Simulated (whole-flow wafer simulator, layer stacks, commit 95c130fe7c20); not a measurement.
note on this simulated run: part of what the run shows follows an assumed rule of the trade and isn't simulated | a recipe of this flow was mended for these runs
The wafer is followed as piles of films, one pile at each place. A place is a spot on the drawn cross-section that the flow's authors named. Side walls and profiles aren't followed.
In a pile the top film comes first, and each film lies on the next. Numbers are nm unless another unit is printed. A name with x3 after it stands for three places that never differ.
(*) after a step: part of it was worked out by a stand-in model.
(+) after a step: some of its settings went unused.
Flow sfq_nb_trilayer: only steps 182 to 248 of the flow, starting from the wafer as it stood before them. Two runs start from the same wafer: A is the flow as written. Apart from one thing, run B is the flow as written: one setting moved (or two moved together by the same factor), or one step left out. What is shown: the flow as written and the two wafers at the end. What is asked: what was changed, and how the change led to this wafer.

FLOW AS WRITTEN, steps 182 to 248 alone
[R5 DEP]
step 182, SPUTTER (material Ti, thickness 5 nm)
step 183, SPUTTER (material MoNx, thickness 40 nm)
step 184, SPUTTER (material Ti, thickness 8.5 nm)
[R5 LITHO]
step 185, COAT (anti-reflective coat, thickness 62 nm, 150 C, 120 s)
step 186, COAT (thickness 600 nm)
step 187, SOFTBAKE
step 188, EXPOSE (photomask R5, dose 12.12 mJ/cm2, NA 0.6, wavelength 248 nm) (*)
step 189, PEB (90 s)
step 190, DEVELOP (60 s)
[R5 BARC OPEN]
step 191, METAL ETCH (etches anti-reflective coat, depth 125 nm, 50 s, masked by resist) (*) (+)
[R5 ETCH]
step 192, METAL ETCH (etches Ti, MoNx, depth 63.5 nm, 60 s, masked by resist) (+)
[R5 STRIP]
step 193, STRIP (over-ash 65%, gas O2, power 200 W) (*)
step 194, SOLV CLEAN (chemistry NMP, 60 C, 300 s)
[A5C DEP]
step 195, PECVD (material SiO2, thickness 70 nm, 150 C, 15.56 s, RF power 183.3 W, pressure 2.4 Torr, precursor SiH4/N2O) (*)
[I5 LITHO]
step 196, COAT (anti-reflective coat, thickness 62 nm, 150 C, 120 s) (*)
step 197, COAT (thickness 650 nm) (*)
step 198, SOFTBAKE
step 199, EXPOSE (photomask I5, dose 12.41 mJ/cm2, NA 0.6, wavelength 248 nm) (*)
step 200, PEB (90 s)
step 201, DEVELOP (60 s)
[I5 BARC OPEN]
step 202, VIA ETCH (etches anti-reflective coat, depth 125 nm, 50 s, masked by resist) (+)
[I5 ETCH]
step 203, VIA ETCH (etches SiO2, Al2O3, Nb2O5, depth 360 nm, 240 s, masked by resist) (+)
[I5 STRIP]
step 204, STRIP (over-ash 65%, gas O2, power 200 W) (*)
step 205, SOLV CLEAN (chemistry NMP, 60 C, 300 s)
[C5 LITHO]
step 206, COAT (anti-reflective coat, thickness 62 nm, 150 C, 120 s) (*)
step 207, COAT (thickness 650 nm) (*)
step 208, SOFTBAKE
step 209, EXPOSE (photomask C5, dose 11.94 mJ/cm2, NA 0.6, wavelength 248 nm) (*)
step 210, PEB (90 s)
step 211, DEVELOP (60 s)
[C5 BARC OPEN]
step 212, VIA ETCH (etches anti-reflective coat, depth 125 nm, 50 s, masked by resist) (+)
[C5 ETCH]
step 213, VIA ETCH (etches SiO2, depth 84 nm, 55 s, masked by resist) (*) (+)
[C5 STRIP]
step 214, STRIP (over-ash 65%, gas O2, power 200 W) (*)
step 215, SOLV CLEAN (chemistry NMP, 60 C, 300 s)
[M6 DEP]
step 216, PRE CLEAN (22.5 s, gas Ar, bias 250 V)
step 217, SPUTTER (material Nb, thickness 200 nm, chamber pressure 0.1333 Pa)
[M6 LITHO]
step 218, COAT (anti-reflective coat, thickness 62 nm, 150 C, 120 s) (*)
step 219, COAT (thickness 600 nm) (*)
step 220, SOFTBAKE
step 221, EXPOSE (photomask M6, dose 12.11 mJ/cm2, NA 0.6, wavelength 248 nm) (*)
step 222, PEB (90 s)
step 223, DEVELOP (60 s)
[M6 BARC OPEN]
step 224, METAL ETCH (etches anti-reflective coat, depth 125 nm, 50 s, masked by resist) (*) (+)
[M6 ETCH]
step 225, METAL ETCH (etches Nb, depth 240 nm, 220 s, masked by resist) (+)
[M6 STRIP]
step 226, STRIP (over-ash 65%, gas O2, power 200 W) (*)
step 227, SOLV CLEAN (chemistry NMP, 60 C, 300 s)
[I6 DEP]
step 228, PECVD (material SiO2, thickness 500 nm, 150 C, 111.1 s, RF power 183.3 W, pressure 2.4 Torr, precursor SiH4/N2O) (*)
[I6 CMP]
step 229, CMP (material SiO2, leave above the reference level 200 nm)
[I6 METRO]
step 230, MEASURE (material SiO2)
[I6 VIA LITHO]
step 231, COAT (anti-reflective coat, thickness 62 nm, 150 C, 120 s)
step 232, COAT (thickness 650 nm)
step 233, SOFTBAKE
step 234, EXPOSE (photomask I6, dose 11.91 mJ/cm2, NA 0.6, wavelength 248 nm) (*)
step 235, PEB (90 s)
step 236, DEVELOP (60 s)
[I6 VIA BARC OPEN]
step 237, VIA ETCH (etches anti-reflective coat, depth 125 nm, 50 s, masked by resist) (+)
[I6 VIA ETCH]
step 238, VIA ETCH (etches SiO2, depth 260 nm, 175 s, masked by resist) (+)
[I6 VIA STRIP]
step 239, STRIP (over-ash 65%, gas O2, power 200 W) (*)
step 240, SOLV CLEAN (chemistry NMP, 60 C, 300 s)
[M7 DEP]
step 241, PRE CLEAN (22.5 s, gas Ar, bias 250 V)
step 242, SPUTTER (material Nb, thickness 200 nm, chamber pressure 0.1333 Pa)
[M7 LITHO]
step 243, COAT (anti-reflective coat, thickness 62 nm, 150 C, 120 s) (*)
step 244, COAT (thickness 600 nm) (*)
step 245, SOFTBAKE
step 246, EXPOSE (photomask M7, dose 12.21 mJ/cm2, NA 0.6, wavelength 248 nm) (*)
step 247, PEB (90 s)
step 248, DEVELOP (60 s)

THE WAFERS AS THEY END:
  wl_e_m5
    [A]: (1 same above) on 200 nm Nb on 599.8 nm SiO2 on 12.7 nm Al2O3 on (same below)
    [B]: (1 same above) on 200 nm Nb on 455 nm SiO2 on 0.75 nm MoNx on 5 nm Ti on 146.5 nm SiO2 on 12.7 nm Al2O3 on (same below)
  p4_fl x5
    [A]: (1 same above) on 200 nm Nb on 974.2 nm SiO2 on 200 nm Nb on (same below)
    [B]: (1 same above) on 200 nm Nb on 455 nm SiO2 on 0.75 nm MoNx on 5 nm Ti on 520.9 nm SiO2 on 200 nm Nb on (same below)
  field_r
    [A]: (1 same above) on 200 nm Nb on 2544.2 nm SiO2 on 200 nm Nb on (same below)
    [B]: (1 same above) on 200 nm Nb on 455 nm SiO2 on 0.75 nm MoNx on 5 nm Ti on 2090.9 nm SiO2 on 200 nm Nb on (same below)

The reason: step 183, SPUTTER: thickness 55.75 nm was run, whereas the flow has thickness 40 nm.

The path from the change to this, step by step:
  step 183, SPUTTER (material MoNx, thickness 40 nm)
      field_l, v_sur, via_wl and 103 more: A MoNx gains 40 (new film) | B MoNx gains 55.8 (new film)
  step 192, METAL ETCH (etches Ti, MoNx, depth 63.5 nm, 60 s, masked by resist) (+)
      field_l, v_sur, via_wl and 92 more: A Ti loses 8.5 (all of it), MoNx loses 40 (all of it), Ti loses 5 (all of it), SiO2 loses 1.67 | B Ti loses 8.5 (all of it), MoNx loses 55
      ce_l, c5j, ce_r, wl_jj: A Ti loses 8.5 (all of it), MoNx loses 40 (all of it), Ti loses 5 (all of it), Nb loses 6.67 | B Ti loses 8.5 (all of it), MoNx loses 55
  step 195, PECVD (material SiO2, thickness 70 nm, 150 C, 15.56 s, RF power 183.3 W, pressure 2.4 Torr, precursor SiH4/N2O) (*)
      field_l, v_sur, via_wl and 92 more: A SiO2 gains 70 | B SiO2 gains 70 (new film)
  step 196, COAT (anti-reflective coat, thickness 62 nm, 150 C, 120 s) (*)
      r5r_line_l, r5r_line_c, r5r_line_r: A anti-reflective coat gains 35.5 (new film) | B anti-reflective coat gains 31.9 (new film)
      wl_j_sl, wl_j_sr: A anti-reflective coat gains 60.5 (new film) | B anti-reflective coat gains 62 (new film)
      (also at 9 further places)
  step 203, VIA ETCH (etches SiO2, Al2O3, Nb2O5, depth 360 nm, 240 s, masked by resist) (+)
      be: A SiO2 loses 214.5 (all of it), Al2O3 loses 12.7 (all of it), Nb2O5 loses 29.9 (all of it), Nb loses 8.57 | B SiO2 loses 69.7 (all of it), MoNx loses 0.75 (all of it), Ti loses 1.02
  step 204, STRIP (over-ash 65%, gas O2, power 200 W) (*)
      r5r_line_l, r5r_line_c, r5r_line_r: A KrF-resist-other-grade loses 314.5 (all of it), anti-reflective coat loses 35.5 (all of it) | B KrF-resist-other-grade loses 314.3 (all of it), anti-reflective coat loses 31.9 (all of it)
      wl_j_sl, wl_j_sr: A KrF-resist-other-grade loses 316.4 (all of it), anti-reflective coat loses 60.5 (all of it) | B KrF-resist-other-grade loses 315.7 (all of it), anti-reflective coat loses 62 (all of it)
      (also at 9 further places)
  step 206, COAT (anti-reflective coat, thickness 62 nm, 150 C, 120 s) (*)
      r5r_line_l, r5r_line_c, r5r_line_r: A anti-reflective coat gains 35.5 (new film) | B anti-reflective coat gains 31.9 (new film)
      wl_j_sl, wl_j_sr: A anti-reflective coat gains 60.5 (new film) | B anti-reflective coat gains 62 (new film)
      (also at 17 further places)
  step 207, COAT (thickness 650 nm) (*)
      be: A KrF-resist-other-grade gains 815 (new film) | B KrF-resist-other-grade gains 672 (new film)
      gap: A KrF-resist-other-grade gains 641 (new film) | B KrF-resist-other-grade gains 654.3 (new film)
  step 212, VIA ETCH (etches anti-reflective coat, depth 125 nm, 50 s, masked by resist) (+)
      c5j: A anti-reflective coat loses 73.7 (all of it), SiO2 loses 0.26 | B anti-reflective coat loses 68.5 (all of it), SiO2 loses 0.28
  step 213, VIA ETCH (etches SiO2, depth 84 nm, 55 s, masked by resist) (*) (+)
      c5j: A SiO2 loses 69.7 (all of it), Nb loses 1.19 | B SiO2 loses 69.7 (all of it), MoNx loses 0.75 (all of it), Ti loses 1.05
  step 214, STRIP (over-ash 65%, gas O2, power 200 W) (*)
      r5r_line_l, r5r_line_c, r5r_line_r: A KrF-resist-other-grade loses 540 (all of it), anti-reflective coat loses 35.5 (all of it) | B KrF-resist-other-grade loses 539.8 (all of it), anti-reflective coat loses 31.9 (all of it)
      wl_j_sl, wl_j_sr: A KrF-resist-other-grade loses 541.9 (all of it), anti-reflective coat loses 60.5 (all of it) | B KrF-resist-other-grade loses 541.2 (all of it), anti-reflective coat loses 62 (all of it)
      (also at 16 further places)
  step 216, PRE CLEAN (22.5 s, gas Ar, bias 250 V)
      be: A Nb loses 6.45 | B Ti loses 3.98 (all of it), SiO2 loses 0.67
      c5j: A Nb loses 6.45 | B Ti loses 3.95 (all of it), Nb loses 0.69
  step 217, SPUTTER (material Nb, thickness 200 nm, chamber pressure 0.1333 Pa)
      be: A Nb gains 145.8 | B Nb gains 192.5 (new film)
  step 218, COAT (anti-reflective coat, thickness 62 nm, 150 C, 120 s) (*)
      r5r_line_l, r5r_line_c, r5r_line_r: A anti-reflective coat gains 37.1 (new film) | B anti-reflective coat gains 33.9 (new film)
      wl_j_sl, wl_j_sr: A anti-reflective coat gains 60.5 (new film) | B anti-reflective coat gains 62 (new film)
      (also at 19 further places)
  step 219, COAT (thickness 600 nm) (*)
      via_v: A KrF-resist-other-grade gains 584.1 (new film) | B KrF-resist-other-grade gains 598.2 (new film)
      be: A KrF-resist-other-grade gains 795.2 (new film) | B KrF-resist-other-grade gains 619.5 (new film)
      (also at 1 further place)
  step 223, DEVELOP (60 s)
      gap: A KrF-resist-other-grade loses 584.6 (all of it) | B KrF-resist-other-grade loses 600.7 (all of it)
  ... 3 other steps ...
  step 229, CMP (material SiO2, leave above the reference level 200 nm)
      r5r_line_l, r5r_spacepad_l, r5r_spacepad_r, r5r_line_c, r5r_line_r: A SiO2 loses 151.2 | B SiO2 loses 159.5
      be_r, r_sur, r_end: A SiO2 loses 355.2 | B SiO2 loses 363.5
      (also at 3 further places)
With metal films that touch counted as one body, wl_e_m5 has 8 bodies (between them, from the top down: SiO2 455; SiO2 146.5 / Al2O3 12.7 / Nb2O5 29.9; SiO2 192.5; SiO2 192.5; SiO2 192.5; SiO2 192.5; SiO2 192.5); the flow as written gives 7 bodies (between them, from the top down: SiO2 599.8 / Al2O3 12.7 / Nb2O5 29.9; SiO2 192.5; SiO2 192.5; SiO2 192.5; SiO2 192.5; SiO2 192.5).
With metal films that touch counted as one body, p4_fl x5 has 4 bodies (between them, from the top down: SiO2 455; SiO2 520.9; SiO2 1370); the flow as written gives 3 bodies (between them, from the top down: SiO2 974.2; SiO2 1370).
With metal films that touch counted as one body, field_r has 3 bodies (between them, from the top down: SiO2 455; SiO2 2090.9); the flow as written gives 2 bodies (between them, from the top down: SiO2 2544.2).
